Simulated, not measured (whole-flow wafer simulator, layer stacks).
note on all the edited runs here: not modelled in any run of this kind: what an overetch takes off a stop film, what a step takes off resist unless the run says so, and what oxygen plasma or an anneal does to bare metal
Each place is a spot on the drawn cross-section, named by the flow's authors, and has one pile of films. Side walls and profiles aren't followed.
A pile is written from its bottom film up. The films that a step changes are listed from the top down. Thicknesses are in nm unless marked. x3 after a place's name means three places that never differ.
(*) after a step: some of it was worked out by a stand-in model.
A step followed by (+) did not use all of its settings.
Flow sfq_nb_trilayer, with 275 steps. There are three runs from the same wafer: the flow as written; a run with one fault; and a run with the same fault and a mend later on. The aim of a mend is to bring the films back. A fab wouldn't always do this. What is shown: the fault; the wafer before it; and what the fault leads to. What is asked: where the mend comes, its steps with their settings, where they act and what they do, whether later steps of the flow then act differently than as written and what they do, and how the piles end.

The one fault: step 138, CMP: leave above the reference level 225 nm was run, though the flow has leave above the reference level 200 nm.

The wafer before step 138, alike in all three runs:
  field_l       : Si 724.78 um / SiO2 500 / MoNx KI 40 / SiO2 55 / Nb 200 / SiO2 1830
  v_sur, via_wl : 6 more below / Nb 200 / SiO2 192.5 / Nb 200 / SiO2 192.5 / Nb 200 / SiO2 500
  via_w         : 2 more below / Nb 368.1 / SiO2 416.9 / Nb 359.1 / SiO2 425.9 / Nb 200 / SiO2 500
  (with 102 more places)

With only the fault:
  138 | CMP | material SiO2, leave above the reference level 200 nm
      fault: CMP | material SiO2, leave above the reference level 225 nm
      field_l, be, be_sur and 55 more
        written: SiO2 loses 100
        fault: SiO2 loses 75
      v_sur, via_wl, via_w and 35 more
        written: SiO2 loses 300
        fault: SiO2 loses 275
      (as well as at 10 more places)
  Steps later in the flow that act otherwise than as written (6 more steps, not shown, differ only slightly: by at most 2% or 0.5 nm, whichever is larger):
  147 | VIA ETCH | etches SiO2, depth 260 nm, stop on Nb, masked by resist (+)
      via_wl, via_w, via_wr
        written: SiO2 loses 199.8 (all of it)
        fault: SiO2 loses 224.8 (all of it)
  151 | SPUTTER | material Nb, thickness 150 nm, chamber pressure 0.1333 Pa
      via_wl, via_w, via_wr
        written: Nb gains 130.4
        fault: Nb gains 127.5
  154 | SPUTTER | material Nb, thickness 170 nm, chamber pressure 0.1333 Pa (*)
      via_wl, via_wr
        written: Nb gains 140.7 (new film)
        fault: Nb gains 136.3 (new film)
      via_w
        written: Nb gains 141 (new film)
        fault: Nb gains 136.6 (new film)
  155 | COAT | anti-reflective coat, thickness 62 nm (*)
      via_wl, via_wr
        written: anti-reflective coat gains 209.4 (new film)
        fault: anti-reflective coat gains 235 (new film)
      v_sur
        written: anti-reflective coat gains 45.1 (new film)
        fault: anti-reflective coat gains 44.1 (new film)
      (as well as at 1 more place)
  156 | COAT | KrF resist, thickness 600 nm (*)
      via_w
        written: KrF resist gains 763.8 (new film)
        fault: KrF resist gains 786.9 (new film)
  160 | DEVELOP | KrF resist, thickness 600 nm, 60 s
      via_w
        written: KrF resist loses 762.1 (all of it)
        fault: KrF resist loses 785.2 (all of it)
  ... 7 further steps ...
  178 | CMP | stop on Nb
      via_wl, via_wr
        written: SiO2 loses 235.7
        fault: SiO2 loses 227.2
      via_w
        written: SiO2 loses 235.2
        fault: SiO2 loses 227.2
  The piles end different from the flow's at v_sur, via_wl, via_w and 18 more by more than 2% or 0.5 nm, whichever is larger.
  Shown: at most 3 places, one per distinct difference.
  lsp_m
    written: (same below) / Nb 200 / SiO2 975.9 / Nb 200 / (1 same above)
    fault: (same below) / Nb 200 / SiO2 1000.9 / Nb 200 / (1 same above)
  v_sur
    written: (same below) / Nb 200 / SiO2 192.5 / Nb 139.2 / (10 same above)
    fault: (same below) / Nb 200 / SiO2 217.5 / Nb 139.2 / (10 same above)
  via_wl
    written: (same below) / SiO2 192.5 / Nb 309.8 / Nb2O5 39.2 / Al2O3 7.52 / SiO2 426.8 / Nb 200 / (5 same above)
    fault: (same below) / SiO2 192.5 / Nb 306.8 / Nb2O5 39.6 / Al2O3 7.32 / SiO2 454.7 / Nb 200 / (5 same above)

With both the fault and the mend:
  The mend follows step 139.
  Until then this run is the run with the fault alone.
  139a | CMP | material SiO2, leave above the reference level 200 nm (a further turn of the flow's step 138)
      field_l, v_sur, via_wl and 103 more
        SiO2 loses 25
  Later steps of the flow that are run all act as written at every place that is followed.
  By the end, the piles equal the flow's at every place that both follow.
